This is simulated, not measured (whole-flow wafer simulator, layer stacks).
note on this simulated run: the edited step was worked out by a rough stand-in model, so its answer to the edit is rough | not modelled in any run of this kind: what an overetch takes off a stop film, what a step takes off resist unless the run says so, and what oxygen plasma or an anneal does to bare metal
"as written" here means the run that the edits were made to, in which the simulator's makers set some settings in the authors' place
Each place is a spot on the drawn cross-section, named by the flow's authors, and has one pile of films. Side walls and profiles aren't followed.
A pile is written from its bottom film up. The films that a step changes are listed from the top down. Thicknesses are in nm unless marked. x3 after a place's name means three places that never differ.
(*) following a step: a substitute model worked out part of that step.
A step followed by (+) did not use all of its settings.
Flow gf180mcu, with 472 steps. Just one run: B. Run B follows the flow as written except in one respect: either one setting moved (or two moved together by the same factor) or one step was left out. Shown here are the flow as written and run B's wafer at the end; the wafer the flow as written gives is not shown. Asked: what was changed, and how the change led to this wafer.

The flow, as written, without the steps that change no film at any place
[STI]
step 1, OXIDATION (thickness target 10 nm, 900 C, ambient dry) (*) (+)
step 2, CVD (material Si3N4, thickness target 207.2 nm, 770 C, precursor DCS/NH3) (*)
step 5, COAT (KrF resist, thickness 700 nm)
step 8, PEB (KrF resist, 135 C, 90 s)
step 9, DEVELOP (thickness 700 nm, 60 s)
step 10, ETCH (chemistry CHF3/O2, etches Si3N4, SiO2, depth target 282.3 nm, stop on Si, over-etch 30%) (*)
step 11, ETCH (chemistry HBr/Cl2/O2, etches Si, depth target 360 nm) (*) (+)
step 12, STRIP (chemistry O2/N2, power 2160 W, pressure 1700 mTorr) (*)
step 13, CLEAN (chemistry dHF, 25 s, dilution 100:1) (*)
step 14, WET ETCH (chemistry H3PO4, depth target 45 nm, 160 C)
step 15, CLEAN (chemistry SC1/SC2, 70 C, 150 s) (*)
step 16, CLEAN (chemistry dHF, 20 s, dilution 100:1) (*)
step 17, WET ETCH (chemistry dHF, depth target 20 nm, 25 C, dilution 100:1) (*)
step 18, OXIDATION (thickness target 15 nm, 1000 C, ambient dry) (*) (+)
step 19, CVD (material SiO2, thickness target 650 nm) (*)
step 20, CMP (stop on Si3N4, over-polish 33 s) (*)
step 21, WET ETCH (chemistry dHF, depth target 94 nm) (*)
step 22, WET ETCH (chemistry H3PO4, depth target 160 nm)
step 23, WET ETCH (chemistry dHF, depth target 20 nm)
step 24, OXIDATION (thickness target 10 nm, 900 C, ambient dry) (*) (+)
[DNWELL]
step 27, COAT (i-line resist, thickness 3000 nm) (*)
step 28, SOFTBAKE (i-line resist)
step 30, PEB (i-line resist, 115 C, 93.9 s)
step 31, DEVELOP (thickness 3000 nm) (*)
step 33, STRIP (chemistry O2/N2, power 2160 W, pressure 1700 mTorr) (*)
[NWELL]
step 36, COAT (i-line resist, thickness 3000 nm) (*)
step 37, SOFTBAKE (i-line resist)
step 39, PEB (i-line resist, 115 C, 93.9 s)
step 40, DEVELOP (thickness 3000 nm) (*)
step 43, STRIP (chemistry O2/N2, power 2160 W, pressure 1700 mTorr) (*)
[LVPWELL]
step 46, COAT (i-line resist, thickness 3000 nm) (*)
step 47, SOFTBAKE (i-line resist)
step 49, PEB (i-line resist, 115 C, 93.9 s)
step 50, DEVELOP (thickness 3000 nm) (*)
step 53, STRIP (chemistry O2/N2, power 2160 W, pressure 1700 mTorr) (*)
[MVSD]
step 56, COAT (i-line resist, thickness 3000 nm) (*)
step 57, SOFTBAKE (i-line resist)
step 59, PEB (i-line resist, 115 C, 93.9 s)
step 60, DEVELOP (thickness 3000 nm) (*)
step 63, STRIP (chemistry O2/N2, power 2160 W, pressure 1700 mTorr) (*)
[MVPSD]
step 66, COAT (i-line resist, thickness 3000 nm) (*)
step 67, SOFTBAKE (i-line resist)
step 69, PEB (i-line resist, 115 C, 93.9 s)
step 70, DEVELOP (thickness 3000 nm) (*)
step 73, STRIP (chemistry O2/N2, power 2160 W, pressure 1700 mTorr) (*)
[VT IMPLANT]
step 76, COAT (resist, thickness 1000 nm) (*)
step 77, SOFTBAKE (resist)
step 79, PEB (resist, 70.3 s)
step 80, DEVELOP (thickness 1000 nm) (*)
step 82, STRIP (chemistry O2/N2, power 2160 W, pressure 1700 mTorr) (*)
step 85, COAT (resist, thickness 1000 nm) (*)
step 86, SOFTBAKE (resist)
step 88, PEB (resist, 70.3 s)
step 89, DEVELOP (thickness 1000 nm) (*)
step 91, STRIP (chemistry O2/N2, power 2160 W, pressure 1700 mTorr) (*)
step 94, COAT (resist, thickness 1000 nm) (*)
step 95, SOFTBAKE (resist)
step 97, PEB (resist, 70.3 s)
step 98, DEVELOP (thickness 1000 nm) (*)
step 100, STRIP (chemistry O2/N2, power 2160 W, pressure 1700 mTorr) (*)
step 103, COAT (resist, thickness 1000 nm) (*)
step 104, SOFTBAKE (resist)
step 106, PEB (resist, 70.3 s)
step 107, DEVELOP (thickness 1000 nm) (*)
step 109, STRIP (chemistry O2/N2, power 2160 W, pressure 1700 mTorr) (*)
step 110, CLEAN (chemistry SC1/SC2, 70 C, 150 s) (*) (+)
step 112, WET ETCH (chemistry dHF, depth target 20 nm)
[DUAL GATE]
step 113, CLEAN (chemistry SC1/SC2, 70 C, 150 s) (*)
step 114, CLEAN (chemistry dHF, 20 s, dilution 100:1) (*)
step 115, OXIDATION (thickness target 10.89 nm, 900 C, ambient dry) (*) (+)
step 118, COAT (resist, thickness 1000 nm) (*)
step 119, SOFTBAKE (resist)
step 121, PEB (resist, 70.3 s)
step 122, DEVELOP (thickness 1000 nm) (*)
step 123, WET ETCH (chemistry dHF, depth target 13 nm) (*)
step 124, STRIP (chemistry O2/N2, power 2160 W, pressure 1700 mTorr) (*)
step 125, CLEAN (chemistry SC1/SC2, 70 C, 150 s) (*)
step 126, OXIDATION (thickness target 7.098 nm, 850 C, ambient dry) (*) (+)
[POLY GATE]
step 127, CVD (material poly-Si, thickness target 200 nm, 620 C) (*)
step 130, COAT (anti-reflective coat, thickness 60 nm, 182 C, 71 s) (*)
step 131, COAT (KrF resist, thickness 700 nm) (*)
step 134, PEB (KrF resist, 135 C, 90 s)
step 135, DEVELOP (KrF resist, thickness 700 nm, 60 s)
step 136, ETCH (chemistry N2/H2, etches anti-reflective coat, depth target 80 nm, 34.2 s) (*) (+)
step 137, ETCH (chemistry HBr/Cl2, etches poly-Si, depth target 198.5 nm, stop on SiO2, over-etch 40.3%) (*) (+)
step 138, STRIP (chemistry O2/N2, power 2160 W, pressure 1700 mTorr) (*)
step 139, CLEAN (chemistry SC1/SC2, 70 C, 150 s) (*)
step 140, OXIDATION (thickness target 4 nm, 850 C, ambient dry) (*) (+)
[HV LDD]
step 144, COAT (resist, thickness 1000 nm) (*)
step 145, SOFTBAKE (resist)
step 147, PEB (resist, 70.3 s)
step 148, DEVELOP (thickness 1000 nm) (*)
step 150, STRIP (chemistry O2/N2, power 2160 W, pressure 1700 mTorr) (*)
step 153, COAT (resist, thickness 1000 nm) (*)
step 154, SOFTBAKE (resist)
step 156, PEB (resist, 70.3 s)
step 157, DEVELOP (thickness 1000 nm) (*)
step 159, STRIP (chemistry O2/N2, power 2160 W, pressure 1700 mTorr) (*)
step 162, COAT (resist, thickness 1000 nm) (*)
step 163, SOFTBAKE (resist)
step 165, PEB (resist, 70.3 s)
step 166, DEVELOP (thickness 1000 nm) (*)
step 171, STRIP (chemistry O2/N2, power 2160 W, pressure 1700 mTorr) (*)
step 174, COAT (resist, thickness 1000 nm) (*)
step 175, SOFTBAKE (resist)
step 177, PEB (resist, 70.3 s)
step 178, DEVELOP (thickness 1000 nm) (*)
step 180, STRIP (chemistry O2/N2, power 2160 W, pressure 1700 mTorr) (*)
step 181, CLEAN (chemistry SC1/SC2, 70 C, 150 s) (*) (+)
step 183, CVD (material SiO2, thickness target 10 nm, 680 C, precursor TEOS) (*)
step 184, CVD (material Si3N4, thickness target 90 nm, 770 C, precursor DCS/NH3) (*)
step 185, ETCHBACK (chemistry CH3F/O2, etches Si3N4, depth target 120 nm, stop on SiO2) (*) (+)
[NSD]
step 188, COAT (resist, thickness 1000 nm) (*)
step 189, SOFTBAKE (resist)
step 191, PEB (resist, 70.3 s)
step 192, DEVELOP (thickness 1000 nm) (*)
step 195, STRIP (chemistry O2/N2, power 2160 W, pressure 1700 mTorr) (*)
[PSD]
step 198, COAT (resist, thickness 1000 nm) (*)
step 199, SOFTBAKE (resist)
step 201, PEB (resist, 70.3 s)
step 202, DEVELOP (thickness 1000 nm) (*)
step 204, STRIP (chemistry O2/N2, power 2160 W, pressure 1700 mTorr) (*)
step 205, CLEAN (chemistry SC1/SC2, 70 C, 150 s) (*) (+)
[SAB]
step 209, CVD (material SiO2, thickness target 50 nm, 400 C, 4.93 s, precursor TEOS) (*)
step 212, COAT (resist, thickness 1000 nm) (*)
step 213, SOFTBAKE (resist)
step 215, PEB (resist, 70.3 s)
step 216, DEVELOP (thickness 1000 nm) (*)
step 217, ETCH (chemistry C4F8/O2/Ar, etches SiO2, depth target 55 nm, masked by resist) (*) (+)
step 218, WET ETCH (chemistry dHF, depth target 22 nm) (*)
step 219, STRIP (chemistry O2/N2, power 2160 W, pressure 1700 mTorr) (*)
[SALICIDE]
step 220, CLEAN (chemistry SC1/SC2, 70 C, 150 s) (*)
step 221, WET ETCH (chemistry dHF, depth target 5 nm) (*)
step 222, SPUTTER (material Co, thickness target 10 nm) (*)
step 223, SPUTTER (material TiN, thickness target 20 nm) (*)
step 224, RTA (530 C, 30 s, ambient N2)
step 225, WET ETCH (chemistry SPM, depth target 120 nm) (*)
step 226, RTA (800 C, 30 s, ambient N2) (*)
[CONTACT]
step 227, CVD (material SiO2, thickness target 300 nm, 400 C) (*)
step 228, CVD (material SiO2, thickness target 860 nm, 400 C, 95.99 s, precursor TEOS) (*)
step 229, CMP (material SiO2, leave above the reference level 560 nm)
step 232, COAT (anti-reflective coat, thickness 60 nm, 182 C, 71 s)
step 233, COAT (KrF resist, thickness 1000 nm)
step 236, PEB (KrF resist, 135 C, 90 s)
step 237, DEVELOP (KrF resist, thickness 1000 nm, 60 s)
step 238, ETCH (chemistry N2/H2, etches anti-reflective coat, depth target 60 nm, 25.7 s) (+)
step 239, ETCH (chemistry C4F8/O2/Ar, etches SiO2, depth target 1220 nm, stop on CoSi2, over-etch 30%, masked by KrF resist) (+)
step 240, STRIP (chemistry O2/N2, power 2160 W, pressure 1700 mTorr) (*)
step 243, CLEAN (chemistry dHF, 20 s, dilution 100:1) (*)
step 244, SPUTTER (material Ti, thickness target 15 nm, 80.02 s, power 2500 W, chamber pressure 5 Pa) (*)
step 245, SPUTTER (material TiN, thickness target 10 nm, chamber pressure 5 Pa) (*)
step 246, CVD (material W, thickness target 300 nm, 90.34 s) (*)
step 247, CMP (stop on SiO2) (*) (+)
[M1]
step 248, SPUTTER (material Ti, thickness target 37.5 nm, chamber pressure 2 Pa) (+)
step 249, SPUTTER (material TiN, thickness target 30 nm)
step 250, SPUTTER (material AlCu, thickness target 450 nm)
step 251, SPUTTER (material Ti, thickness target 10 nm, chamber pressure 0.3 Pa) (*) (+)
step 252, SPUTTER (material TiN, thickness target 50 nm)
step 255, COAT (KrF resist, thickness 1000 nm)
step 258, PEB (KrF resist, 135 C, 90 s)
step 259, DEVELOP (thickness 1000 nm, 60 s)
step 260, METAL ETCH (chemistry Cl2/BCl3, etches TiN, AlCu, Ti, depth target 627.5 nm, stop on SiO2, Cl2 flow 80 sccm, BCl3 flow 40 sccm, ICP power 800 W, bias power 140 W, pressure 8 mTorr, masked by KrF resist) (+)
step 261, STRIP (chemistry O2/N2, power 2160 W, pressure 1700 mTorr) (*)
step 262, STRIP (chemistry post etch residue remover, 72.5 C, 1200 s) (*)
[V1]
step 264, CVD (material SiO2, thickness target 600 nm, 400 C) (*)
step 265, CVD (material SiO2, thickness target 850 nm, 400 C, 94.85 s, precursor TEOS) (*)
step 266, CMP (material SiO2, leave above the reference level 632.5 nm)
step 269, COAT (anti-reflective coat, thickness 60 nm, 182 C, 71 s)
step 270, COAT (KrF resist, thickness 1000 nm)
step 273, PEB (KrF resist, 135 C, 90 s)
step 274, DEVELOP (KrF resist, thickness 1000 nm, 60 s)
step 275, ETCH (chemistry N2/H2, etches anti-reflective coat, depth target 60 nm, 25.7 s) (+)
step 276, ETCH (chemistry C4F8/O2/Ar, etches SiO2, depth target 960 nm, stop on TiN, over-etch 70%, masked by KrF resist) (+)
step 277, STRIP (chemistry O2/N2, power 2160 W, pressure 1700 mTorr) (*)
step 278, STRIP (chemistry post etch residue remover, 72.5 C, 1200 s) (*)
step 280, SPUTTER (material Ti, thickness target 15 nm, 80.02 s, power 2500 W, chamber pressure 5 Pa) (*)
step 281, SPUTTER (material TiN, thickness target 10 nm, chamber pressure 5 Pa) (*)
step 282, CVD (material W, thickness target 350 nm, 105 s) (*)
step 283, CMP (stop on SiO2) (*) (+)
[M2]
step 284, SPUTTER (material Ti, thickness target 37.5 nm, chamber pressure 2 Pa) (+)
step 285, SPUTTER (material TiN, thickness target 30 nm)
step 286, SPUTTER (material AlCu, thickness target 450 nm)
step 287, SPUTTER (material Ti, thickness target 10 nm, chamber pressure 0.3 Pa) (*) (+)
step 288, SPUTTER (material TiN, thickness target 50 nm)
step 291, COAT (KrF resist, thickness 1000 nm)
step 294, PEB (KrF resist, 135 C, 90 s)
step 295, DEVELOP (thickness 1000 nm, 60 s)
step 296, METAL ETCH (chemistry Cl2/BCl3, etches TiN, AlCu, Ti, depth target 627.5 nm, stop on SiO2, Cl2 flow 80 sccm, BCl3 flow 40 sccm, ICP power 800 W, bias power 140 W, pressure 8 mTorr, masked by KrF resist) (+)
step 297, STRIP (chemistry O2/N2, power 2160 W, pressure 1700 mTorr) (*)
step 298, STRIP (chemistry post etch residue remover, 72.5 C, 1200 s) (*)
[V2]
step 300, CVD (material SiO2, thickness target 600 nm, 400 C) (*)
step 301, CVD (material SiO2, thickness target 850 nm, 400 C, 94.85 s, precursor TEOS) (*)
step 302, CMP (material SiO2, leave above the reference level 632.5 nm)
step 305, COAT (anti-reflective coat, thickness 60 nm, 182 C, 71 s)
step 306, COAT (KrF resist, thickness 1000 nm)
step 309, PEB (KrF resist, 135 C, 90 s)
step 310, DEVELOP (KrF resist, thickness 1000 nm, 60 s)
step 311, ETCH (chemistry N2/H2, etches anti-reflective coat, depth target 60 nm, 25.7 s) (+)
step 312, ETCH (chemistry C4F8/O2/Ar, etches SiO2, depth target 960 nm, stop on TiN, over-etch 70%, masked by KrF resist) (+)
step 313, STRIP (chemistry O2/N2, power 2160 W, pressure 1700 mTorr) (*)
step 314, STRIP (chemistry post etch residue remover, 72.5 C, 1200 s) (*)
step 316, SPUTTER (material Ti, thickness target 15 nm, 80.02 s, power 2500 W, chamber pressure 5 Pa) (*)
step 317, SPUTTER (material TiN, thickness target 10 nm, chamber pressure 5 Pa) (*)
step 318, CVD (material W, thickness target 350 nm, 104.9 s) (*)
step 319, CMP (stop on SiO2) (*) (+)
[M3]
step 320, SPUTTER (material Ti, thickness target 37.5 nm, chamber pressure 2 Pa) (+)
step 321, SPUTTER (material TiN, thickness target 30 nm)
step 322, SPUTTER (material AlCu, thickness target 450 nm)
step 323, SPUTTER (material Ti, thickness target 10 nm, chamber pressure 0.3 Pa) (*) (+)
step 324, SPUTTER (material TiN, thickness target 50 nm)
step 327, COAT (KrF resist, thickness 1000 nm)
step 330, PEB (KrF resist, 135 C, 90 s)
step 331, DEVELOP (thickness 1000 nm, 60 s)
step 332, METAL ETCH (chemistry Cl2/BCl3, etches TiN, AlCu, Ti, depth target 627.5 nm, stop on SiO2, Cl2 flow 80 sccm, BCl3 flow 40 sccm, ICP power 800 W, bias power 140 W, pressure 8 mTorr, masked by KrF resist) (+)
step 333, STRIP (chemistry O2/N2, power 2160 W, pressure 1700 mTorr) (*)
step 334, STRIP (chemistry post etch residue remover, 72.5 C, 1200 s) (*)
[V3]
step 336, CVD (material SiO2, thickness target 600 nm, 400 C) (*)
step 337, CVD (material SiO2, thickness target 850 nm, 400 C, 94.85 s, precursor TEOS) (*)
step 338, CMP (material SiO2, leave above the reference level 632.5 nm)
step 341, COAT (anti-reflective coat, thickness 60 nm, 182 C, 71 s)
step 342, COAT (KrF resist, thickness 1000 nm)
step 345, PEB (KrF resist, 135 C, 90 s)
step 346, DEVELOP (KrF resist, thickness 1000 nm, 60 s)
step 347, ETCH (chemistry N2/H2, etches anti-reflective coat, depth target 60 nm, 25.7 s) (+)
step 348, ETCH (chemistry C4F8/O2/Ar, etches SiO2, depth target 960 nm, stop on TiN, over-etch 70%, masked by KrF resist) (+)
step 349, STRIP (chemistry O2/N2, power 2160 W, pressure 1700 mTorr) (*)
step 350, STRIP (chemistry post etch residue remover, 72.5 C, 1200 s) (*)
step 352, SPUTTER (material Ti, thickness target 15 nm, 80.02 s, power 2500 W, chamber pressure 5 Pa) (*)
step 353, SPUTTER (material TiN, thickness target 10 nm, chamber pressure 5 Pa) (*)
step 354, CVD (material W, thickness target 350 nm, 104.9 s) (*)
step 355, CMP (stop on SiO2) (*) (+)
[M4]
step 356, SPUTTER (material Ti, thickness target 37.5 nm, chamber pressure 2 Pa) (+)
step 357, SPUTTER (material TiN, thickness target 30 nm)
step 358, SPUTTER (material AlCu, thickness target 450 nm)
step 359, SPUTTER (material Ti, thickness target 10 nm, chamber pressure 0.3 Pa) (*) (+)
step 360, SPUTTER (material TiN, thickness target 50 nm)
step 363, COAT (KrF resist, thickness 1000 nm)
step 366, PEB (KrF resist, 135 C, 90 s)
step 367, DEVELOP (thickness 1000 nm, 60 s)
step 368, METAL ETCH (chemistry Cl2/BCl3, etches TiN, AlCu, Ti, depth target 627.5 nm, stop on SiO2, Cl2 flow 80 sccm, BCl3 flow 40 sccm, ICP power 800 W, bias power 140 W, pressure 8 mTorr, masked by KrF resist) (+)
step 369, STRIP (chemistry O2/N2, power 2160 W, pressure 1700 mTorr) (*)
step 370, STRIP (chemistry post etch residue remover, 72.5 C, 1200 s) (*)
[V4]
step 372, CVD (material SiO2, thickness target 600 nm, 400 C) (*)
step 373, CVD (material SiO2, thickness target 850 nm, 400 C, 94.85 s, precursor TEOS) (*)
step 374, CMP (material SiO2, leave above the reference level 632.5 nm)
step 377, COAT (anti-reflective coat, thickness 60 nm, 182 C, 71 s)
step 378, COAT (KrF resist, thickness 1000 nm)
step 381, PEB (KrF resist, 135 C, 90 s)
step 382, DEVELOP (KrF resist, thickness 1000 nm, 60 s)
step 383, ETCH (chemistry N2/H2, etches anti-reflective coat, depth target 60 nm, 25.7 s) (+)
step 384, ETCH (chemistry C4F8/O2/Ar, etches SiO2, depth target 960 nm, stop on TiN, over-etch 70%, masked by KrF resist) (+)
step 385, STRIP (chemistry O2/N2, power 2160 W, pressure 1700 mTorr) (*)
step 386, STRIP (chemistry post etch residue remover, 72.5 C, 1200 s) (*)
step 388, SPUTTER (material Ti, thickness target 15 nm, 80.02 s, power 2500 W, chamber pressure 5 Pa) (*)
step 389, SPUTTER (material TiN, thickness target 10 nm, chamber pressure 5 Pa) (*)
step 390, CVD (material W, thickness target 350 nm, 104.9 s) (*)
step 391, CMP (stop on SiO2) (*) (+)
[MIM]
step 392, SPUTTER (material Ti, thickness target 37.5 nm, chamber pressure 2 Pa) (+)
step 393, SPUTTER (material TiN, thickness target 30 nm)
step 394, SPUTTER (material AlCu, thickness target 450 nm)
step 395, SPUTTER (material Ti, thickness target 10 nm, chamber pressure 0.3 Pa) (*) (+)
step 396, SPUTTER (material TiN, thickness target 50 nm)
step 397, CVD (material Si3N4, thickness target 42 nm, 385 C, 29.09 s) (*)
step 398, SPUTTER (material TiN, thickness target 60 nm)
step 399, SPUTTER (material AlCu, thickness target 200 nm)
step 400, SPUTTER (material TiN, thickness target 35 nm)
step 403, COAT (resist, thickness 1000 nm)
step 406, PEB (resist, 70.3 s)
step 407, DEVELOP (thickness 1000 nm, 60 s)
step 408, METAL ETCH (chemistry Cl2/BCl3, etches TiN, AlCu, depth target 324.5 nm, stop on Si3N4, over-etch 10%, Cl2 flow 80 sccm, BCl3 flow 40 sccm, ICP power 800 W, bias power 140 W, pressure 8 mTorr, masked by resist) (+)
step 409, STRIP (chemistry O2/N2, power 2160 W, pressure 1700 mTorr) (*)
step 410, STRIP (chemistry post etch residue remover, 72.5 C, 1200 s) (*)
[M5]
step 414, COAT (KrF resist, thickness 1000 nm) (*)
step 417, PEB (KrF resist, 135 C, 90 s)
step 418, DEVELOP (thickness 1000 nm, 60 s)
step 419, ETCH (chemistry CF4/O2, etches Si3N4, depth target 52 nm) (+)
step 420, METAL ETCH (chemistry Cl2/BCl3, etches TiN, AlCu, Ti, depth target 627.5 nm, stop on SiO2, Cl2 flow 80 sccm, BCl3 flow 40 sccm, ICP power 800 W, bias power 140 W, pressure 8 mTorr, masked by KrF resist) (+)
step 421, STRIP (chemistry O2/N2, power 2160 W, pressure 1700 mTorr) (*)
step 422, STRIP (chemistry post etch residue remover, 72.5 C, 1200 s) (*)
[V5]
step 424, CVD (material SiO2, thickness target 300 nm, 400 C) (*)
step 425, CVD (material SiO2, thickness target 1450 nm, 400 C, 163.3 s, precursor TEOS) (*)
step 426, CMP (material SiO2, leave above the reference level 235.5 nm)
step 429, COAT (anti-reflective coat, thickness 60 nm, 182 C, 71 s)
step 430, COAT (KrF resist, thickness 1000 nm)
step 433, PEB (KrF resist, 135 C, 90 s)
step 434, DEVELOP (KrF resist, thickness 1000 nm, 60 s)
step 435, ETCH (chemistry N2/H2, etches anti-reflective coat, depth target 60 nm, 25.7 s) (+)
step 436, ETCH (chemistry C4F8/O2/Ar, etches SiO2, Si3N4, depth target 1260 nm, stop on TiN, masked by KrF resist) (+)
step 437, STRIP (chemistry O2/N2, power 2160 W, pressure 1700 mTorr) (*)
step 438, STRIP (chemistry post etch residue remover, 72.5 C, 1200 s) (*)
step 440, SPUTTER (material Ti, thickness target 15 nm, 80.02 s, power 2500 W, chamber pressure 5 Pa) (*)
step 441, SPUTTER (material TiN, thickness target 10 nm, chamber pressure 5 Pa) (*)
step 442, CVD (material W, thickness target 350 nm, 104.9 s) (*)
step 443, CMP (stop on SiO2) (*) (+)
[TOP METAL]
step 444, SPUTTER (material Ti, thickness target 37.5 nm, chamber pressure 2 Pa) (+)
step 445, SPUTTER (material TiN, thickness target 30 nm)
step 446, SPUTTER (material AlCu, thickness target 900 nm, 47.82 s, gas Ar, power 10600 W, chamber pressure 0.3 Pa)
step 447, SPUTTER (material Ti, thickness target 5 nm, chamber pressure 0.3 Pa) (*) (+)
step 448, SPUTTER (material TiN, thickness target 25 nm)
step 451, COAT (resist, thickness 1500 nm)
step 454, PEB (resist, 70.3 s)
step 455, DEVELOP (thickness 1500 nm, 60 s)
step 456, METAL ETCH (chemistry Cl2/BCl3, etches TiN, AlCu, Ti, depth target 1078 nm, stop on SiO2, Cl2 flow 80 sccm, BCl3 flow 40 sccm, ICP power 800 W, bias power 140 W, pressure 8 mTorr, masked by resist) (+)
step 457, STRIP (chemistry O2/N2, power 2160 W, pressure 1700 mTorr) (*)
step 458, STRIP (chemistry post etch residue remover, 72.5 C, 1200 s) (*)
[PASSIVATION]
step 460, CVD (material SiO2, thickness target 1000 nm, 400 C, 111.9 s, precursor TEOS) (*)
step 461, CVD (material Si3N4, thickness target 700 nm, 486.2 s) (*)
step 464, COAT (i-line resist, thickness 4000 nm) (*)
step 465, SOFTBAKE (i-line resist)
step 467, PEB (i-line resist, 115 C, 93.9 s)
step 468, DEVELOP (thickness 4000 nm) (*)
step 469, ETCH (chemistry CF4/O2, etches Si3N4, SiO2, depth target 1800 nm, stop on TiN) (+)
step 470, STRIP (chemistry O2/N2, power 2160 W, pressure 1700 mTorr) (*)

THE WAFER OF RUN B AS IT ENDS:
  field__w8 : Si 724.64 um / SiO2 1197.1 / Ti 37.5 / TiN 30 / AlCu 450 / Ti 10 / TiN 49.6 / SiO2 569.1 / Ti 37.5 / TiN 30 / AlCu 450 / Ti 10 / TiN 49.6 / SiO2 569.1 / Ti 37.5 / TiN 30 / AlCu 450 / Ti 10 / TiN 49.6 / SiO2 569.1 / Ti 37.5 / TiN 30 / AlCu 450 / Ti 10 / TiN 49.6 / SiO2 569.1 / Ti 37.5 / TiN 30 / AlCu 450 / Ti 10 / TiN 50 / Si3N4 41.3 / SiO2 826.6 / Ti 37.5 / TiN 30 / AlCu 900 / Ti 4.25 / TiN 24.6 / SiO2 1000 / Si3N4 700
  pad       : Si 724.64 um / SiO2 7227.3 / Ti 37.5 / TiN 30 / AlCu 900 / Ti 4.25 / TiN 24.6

Cause: step 447, SPUTTER: thickness target 4.25 nm was run, whereas the flow has thickness target 5 nm.
The wafer lets one read it off: field__w8 has Ti 4.25, and step 447 as written asks for 5 nm.

How this came from the change, step by step:
  step 447, SPUTTER (material Ti, thickness target 5 nm, chamber pressure 0.3 Pa) (*) (+)
      field, field__w1, field__w2 and 109 more: +4.25 Ti (new film) (in the flow as written it would be: +5 Ti (new film))
  step 456, METAL ETCH (chemistry Cl2/BCl3, etches TiN, AlCu, Ti, depth target 1078 nm, stop on SiO2, Cl2 flow 80 sccm, BCl3 flow 40 sccm, ICP power 800 W, bias power 140 W, pressure 8 mTorr, masked by resist) (+)
      field, field__w1, field__w2 and 103 more: -25 TiN (all of it), -4.25 Ti (all of it), -900 AlCu (all of it), -30 TiN (all of it), -37.5 Ti (all of it) (in the flow as written it would be: -25 TiN (all of it), -5 Ti (all of it), -900 AlCu (all of it), -30 TiN (all of it), -37.5 Ti (all of it))
